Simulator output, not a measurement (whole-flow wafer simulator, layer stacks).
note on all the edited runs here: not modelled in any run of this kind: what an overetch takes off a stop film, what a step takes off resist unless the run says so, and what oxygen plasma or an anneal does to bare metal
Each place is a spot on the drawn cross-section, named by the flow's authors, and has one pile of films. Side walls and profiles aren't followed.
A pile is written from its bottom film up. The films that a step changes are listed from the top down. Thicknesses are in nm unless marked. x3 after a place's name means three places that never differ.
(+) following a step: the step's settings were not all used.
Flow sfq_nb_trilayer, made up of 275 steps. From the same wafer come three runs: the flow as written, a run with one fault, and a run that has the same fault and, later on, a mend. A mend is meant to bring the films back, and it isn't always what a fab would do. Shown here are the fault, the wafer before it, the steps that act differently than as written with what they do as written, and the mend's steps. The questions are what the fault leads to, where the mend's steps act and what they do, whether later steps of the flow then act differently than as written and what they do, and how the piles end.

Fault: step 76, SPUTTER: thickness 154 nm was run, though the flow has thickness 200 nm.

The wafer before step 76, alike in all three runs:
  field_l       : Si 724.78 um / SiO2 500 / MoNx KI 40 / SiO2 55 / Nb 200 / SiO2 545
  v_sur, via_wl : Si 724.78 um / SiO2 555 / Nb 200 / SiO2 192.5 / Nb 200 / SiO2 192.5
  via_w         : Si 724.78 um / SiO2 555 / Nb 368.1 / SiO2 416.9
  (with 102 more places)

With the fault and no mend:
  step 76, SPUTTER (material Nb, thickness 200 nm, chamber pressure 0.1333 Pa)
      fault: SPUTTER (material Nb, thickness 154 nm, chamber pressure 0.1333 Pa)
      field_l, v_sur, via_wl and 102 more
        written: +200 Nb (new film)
        fault: +154 Nb (new film)
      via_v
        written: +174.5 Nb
        fault: +135 Nb
  Steps further on in the flow that do not act as written (not shown: 9 more steps that differ only slightly, by at most 2% or 0.5 nm, whichever is larger):
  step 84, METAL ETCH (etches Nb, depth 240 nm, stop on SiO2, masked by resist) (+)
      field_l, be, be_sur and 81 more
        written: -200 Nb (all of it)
        fault: -154 Nb (all of it)
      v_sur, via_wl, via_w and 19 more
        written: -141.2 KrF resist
        fault: -135.9 KrF resist
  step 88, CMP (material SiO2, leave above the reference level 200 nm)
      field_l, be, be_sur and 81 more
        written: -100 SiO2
        fault: -146 SiO2
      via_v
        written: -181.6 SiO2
        fault: -176.6 SiO2
  The piles end different from the flow's at v_sur, via_wl, via_w and 78 more by more than 2% or 0.5 nm, whichever is larger.
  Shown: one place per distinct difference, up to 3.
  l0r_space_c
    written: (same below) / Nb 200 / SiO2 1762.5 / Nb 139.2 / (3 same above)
    fault: (same below) / Nb 200 / SiO2 1716.5 / Nb 139.2 / (3 same above)
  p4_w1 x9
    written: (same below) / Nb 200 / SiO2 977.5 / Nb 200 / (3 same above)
    fault: (same below) / Nb 200 / SiO2 931.5 / Nb 200 / (3 same above)
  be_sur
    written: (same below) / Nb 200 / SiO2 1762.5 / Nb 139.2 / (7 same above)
    fault: (same below) / Nb 200 / SiO2 1716.5 / Nb 139.2 / (7 same above)

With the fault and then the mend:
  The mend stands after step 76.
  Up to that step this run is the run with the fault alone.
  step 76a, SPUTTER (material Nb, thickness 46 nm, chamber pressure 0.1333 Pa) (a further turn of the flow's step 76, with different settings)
      field_l, v_sur, via_wl and 102 more
        +46 Nb
      via_v
        +36.2 Nb
  None of the later steps of the flow differs from how it acts as written, at any place that is followed, by more than 2% or 0.5 nm, whichever is larger.
  The piles end only slightly different from the flow's at the places that both follow, by no more than 2% or 0.5 nm, whichever is larger.
